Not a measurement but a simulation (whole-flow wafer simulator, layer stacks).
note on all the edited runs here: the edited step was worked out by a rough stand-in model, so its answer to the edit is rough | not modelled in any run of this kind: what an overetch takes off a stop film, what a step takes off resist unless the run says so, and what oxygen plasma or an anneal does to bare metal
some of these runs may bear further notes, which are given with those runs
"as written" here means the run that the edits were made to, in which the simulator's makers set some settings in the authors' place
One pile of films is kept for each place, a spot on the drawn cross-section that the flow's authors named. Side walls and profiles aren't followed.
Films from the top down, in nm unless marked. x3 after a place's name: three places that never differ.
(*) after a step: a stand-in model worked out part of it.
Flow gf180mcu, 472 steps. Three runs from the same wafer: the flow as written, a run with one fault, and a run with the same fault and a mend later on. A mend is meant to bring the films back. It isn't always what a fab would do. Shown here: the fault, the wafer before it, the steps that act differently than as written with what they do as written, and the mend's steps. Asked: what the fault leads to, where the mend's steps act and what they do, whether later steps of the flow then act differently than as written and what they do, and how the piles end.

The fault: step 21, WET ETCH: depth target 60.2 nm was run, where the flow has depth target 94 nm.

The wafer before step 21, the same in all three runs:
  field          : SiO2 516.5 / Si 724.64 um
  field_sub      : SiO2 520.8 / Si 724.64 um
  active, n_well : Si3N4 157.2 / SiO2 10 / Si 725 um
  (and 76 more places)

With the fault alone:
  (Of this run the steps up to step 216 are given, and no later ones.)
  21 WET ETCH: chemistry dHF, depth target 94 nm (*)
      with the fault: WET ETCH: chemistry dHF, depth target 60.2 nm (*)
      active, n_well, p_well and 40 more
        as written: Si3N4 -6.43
        with the fault: Si3N4 -4.15
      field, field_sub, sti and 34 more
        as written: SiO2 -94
        with the fault: SiO2 -60.2
  Later steps of the flow that act differently than as written (33 more steps differ only slightly, by at most 2% or 0.5 nm, whichever is larger, and aren't shown):
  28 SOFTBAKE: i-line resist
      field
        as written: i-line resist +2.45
        with the fault: i-line resist +4.9
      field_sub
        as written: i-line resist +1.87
        with the fault: i-line resist +3.75
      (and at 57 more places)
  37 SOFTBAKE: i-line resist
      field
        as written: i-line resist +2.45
        with the fault: i-line resist +4.9
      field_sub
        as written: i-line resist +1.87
        with the fault: i-line resist +3.75
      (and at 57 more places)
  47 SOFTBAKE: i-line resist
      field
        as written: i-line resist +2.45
        with the fault: i-line resist +4.9
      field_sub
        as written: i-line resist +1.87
        with the fault: i-line resist +3.75
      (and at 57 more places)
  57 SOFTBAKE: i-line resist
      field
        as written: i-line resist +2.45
        with the fault: i-line resist +4.9
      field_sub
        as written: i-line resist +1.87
        with the fault: i-line resist +3.75
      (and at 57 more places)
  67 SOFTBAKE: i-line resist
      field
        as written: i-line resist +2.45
        with the fault: i-line resist +4.9
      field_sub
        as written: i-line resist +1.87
        with the fault: i-line resist +3.75
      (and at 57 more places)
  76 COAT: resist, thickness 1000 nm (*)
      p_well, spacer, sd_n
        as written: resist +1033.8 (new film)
        with the fault: resist +1066.7 (new film)
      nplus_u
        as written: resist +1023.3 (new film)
        with the fault: resist +1047 (new film)
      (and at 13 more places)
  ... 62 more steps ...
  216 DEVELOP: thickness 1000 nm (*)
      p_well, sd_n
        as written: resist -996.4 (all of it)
        with the fault: resist -1027.8 (all of it)
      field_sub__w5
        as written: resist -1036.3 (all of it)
        with the fault: resist -1013.9 (all of it)
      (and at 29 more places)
  After step 216 the piles differ from the flow's by more than 2% or 0.5 nm, whichever is larger, at field, field__w1, field__w2 and 71 more.
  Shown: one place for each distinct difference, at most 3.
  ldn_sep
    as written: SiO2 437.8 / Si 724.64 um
    with the fault: SiO2 471.4 / Si 724.64 um
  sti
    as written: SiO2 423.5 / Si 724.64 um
    with the fault: SiO2 457.2 / Si 724.64 um
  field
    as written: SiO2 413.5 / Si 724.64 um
    with the fault: SiO2 447.1 / Si 724.64 um

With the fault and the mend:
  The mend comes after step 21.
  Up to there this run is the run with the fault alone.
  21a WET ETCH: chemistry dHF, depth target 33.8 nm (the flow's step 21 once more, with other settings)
      field, field_sub, sti and 34 more
        SiO2 -33.8
  No later step of the flow acts differently than as written, at any place that is followed, by more than 2% or 0.5 nm, whichever is larger.
  At the end the piles are the same as the flow's at every place that both follow.
